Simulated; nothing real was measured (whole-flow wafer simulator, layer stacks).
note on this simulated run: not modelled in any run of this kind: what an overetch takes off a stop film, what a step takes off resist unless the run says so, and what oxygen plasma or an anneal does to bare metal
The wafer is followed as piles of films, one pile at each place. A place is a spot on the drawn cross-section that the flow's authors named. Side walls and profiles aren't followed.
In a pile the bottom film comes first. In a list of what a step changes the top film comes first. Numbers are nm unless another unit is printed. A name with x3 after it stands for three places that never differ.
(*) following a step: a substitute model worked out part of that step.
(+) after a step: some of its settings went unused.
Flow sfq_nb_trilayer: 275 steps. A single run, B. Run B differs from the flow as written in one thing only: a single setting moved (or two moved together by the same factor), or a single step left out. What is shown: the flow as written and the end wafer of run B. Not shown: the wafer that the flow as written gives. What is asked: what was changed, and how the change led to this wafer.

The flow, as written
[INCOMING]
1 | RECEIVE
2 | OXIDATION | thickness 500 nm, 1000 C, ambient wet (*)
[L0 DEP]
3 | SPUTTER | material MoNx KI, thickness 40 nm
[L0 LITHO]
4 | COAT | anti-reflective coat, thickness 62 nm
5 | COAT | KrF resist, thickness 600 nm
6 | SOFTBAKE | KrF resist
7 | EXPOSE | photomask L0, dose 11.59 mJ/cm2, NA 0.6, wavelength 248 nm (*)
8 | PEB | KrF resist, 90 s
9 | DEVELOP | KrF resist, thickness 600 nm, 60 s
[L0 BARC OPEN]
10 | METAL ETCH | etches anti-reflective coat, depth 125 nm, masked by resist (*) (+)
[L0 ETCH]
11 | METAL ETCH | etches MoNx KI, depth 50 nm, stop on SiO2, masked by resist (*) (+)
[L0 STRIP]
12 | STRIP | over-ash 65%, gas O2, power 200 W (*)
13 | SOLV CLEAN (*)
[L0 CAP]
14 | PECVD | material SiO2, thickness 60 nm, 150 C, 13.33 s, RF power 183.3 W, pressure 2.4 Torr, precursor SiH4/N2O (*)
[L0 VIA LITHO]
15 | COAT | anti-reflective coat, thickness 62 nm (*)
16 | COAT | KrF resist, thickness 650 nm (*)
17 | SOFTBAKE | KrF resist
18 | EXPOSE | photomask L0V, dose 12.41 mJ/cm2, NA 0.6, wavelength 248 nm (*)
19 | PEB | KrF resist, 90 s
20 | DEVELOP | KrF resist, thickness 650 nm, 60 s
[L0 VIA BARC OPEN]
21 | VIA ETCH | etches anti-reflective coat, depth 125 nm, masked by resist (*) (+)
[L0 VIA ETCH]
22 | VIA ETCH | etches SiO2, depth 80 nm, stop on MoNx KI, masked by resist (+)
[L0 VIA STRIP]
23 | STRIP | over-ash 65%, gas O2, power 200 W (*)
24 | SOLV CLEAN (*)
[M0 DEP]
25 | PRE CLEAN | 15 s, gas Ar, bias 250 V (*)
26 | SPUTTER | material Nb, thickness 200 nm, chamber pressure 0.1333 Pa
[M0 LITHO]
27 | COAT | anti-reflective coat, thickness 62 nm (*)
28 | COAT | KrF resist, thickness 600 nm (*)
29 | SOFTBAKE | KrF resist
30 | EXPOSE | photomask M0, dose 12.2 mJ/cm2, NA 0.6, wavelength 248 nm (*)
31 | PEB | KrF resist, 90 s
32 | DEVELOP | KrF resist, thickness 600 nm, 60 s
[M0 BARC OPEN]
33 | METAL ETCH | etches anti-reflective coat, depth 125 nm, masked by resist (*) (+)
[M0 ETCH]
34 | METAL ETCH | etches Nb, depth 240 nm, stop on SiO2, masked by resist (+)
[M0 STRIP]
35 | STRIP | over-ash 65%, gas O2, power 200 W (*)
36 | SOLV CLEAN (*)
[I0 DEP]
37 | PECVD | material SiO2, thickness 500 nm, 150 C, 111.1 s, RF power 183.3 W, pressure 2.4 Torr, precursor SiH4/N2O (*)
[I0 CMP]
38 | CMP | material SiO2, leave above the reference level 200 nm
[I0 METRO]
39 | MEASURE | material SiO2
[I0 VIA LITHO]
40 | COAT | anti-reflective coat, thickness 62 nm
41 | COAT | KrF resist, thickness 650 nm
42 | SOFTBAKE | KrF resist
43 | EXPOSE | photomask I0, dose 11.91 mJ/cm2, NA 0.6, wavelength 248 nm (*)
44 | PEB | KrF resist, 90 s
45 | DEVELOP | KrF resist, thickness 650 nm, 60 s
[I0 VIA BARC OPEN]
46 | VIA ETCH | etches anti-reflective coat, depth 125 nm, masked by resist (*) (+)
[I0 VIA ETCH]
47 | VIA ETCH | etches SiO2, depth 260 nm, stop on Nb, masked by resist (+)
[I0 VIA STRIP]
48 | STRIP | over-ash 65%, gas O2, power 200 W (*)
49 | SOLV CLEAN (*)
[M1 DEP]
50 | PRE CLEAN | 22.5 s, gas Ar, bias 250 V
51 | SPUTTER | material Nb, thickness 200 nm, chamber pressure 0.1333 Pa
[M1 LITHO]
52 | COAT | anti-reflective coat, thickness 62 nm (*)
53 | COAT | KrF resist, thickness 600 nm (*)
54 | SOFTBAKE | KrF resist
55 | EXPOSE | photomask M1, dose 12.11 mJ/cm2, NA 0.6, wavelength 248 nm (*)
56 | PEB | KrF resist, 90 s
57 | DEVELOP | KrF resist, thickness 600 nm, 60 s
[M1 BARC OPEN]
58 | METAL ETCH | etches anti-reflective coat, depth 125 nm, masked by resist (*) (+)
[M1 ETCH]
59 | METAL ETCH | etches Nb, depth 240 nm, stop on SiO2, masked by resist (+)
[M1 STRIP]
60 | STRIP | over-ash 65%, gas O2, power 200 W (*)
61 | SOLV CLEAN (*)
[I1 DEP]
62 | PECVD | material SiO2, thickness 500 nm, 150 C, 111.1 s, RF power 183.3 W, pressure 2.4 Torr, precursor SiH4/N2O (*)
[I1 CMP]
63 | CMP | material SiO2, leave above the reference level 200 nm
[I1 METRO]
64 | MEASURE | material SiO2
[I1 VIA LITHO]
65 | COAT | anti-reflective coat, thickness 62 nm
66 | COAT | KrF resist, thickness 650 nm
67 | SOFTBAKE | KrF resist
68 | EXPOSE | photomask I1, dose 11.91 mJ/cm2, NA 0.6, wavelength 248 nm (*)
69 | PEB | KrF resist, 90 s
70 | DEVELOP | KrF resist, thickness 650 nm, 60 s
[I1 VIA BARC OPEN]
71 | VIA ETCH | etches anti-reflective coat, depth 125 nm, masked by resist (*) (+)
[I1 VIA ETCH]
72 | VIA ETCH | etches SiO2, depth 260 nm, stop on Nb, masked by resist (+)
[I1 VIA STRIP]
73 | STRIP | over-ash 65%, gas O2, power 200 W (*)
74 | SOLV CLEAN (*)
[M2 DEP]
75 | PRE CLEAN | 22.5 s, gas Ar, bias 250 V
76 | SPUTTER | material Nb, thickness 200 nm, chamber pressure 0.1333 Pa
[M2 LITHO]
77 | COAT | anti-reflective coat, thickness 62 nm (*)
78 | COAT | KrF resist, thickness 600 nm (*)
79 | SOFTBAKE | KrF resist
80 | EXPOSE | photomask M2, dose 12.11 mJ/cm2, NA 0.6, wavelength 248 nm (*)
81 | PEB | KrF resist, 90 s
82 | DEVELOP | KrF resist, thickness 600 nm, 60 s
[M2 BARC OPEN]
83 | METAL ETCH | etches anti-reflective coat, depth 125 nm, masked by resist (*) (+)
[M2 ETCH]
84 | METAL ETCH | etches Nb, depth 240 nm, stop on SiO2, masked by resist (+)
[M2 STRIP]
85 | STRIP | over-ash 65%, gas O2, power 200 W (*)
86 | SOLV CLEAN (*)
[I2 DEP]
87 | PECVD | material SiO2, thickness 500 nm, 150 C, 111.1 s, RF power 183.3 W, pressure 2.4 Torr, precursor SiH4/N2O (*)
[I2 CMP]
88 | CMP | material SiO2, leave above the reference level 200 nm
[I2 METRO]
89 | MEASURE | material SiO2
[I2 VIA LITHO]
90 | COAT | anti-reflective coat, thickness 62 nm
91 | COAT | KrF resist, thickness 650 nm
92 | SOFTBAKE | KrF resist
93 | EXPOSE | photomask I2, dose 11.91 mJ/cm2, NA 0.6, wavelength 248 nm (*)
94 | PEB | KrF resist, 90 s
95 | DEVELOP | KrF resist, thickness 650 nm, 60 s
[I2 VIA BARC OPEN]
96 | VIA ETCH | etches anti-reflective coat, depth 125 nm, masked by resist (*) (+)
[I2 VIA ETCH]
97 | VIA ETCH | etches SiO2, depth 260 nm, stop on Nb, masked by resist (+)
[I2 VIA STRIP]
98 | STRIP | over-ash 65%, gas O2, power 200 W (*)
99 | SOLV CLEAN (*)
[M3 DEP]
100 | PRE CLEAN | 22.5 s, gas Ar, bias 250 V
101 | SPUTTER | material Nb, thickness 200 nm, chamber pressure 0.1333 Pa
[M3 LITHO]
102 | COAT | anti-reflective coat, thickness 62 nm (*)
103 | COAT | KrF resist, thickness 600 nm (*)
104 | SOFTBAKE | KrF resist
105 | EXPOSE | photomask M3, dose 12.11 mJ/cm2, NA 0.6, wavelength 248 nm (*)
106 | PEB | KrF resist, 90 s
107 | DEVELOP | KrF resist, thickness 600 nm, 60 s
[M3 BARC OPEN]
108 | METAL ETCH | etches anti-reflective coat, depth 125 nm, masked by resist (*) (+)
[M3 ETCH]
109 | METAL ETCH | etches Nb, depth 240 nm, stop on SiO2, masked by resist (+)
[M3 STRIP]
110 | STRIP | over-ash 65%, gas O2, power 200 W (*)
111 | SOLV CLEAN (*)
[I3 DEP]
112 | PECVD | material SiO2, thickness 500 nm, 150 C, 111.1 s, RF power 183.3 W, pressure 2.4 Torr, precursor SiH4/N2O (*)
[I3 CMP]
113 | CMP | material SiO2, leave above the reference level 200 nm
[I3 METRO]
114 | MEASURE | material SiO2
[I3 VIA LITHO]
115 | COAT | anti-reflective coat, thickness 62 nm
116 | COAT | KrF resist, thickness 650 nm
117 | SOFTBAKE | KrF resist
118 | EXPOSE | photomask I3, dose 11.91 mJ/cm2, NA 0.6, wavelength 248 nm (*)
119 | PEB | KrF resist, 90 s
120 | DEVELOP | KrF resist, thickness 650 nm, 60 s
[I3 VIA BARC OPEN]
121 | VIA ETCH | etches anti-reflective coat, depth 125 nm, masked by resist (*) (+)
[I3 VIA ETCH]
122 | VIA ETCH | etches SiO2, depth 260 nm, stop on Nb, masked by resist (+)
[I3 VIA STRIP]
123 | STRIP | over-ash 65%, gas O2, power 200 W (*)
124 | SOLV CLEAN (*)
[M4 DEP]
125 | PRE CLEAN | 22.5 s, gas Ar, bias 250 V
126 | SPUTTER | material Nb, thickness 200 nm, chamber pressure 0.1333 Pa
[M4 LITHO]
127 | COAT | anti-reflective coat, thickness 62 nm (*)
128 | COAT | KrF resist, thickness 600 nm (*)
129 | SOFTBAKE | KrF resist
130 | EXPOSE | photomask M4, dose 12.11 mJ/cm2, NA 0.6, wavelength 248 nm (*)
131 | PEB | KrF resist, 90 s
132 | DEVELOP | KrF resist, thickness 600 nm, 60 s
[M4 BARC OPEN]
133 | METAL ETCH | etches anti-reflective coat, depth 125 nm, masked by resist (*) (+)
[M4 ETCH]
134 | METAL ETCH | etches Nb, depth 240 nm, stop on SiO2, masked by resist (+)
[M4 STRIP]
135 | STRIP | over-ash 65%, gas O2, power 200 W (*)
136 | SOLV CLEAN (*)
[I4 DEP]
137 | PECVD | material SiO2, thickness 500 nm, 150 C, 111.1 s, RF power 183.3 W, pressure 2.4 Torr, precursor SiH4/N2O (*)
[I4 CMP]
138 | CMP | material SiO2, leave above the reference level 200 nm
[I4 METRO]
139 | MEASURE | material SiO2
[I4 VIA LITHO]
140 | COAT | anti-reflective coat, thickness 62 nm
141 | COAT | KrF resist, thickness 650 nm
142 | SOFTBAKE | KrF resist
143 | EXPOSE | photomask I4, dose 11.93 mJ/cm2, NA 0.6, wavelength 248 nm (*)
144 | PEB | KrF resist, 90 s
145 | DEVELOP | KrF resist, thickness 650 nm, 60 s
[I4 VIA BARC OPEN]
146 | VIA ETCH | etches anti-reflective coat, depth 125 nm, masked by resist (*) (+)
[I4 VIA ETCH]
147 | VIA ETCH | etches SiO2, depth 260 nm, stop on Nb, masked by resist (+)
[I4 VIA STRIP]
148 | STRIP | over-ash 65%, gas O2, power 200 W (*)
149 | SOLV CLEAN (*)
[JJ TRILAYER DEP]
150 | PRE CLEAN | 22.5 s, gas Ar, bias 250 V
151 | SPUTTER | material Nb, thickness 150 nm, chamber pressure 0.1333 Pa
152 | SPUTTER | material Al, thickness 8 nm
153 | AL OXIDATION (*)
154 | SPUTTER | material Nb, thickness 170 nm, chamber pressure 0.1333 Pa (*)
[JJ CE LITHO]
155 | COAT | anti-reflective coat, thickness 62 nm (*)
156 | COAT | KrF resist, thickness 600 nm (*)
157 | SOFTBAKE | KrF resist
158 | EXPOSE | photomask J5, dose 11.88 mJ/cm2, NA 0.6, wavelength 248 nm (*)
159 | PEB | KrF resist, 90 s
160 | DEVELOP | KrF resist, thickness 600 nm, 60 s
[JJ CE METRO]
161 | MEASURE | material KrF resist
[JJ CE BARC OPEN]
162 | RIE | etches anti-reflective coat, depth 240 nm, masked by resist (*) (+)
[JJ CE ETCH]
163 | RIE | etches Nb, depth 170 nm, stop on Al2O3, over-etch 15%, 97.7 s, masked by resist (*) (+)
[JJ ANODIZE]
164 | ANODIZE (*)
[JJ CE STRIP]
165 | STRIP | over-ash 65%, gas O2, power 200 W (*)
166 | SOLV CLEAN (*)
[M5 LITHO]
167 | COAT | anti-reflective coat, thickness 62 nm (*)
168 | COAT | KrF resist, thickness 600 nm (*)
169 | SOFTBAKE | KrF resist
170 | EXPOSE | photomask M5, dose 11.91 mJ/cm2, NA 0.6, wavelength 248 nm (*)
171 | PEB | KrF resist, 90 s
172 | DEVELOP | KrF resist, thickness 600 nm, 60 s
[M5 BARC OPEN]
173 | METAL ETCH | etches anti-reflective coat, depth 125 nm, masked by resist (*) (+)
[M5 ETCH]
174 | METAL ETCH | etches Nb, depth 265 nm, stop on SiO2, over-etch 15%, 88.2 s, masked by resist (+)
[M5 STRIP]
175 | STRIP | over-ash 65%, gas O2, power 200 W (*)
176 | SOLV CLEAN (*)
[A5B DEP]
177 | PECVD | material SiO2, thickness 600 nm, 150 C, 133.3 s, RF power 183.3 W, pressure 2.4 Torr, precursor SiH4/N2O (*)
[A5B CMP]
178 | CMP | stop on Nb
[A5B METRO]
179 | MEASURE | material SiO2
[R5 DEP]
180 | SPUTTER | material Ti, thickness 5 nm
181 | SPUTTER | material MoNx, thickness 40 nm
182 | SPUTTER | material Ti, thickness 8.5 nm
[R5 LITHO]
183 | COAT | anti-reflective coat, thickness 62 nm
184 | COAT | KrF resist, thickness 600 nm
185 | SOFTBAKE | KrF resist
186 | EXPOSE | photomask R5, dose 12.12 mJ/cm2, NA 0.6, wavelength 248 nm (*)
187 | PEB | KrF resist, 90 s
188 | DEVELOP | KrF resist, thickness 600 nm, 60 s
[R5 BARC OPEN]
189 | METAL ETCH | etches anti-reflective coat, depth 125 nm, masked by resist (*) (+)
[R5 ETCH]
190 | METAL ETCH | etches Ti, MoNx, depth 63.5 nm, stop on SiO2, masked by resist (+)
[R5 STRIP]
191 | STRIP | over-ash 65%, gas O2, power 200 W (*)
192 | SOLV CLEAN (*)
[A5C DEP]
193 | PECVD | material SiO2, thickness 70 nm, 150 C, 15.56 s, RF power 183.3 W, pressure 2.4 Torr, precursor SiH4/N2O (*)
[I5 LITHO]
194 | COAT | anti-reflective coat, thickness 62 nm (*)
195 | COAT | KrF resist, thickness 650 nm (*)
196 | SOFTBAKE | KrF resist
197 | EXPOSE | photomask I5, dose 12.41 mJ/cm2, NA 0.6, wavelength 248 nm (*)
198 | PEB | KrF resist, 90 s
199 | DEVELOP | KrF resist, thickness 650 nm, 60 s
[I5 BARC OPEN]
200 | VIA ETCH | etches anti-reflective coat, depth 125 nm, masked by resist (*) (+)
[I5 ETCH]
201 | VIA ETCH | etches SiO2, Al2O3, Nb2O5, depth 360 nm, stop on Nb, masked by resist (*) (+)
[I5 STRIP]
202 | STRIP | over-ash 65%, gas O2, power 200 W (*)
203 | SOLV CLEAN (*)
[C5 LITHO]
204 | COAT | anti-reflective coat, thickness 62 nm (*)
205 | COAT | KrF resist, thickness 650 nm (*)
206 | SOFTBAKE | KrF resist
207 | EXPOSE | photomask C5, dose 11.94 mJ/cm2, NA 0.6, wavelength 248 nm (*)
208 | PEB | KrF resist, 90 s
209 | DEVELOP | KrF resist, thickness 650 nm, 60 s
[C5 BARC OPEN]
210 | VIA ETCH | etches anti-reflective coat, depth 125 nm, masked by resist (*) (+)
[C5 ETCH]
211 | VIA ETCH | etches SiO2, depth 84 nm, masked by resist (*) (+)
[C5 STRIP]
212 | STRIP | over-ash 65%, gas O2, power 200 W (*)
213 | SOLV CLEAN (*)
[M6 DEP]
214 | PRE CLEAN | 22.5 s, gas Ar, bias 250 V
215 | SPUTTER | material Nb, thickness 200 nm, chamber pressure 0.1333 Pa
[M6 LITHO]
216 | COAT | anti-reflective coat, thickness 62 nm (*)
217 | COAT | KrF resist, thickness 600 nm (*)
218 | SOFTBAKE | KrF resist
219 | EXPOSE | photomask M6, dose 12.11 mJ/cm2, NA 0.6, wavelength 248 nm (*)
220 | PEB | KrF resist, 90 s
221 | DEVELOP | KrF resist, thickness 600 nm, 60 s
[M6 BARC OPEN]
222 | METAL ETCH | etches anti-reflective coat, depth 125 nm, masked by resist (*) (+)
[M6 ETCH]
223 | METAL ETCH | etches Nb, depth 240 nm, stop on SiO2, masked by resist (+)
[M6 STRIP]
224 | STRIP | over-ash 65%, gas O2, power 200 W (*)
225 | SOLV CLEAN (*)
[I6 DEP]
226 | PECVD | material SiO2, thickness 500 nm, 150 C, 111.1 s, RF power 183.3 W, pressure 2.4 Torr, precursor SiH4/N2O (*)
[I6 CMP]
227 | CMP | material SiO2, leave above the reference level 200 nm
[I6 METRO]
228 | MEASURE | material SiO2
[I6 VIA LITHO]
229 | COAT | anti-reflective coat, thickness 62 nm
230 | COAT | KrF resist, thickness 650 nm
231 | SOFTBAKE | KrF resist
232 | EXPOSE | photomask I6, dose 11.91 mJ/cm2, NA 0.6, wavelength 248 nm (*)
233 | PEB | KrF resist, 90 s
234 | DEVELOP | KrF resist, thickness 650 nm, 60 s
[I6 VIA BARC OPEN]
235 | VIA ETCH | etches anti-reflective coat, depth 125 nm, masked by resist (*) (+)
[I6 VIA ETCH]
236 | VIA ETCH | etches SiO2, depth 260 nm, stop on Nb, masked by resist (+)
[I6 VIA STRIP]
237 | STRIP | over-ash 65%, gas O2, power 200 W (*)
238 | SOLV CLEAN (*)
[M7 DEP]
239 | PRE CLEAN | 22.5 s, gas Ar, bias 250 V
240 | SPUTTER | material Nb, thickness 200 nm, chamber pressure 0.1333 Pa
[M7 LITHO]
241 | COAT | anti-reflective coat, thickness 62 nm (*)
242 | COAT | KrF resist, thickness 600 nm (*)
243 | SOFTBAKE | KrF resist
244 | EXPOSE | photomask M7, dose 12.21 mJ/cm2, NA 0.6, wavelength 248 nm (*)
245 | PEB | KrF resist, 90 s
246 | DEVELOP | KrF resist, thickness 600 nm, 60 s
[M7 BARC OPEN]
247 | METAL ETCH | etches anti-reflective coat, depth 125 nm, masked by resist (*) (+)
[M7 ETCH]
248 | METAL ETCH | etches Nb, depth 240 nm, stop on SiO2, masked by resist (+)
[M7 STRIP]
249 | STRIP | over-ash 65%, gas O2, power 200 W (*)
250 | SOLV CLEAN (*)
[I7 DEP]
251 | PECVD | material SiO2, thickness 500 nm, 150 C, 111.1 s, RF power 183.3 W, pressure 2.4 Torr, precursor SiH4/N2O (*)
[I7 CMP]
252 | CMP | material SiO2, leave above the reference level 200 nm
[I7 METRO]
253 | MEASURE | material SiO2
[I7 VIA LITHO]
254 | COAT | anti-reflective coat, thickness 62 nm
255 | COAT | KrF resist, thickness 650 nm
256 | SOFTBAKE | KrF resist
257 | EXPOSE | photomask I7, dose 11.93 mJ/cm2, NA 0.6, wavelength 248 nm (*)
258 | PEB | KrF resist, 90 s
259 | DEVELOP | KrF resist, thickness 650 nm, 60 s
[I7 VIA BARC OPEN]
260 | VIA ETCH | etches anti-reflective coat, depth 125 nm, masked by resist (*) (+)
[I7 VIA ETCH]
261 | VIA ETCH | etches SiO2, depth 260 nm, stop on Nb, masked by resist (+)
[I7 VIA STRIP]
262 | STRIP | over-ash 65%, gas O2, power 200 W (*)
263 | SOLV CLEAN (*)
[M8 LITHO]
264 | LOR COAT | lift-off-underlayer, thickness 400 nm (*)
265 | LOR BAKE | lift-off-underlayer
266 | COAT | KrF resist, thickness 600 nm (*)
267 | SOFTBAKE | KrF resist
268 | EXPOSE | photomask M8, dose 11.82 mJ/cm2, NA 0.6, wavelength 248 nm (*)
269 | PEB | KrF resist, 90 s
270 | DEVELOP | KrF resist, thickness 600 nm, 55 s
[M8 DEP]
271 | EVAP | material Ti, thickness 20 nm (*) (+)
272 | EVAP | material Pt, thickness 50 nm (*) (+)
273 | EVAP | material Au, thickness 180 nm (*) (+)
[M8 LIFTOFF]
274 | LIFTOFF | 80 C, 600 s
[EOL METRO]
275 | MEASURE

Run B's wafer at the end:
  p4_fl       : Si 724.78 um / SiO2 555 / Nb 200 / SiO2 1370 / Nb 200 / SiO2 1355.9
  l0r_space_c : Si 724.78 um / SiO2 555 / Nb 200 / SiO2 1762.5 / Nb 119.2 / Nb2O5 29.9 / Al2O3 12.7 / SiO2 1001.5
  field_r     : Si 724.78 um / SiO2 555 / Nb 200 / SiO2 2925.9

Cause: step 151, SPUTTER: thickness 130 nm was run, whereas the flow has thickness 150 nm.

The path from the change to this, step by step:
  151 | SPUTTER | material Nb, thickness 150 nm, chamber pressure 0.1333 Pa
      field_l, v_sur, via_sp and 100 more: Nb gains 130 (new film) (as written it would have been: Nb gains 150 (new film))
      via_wl, via_w, via_wr: Nb gains 112.8 (as written it would have been: Nb gains 130.4)
  155 | COAT | anti-reflective coat, thickness 62 nm (*)
      via_wl, via_wr: anti-reflective coat gains 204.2 (new film) (as written it would have been: anti-reflective coat gains 209.4 (new film))
  162 | RIE | etches anti-reflective coat, depth 240 nm, masked by resist (*) (+)
      ce_l, c5j, ce_r, wl_jj: KrF resist loses 204.2 (as written it would have been: KrF resist loses 209.4)
      via_wl, via_wr: anti-reflective coat loses 204.2 (all of it) (as written it would have been: anti-reflective coat loses 209.4 (all of it))
  174 | METAL ETCH | etches Nb, depth 265 nm, stop on SiO2, over-etch 15%, 88.2 s, masked by resist (+)
      field_l, r_sur, res and 50 more: Al2O3 loses 12.6 (all of it), Nb2O5 loses 29.9 (all of it), Nb loses 119.2 (all of it), SiO2 loses 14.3 (as written it would have been: Al2O3 loses 12.6 (all of it), Nb2O5 loses 29.9 (all of it), Nb loses 139.2 (all of it), SiO2 loses 12.3)
  178 | CMP | stop on Nb
      field_l, p4_fl, p4_fm and 39 more: SiO2 loses 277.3 (as written it would have been: SiO2 loses 259.3)
      r_sur, res, r_end, moat, field_r, lsp_l: SiO2 loses 270.9 (as written it would have been: SiO2 loses 252.3)
      (also at 5 further places)
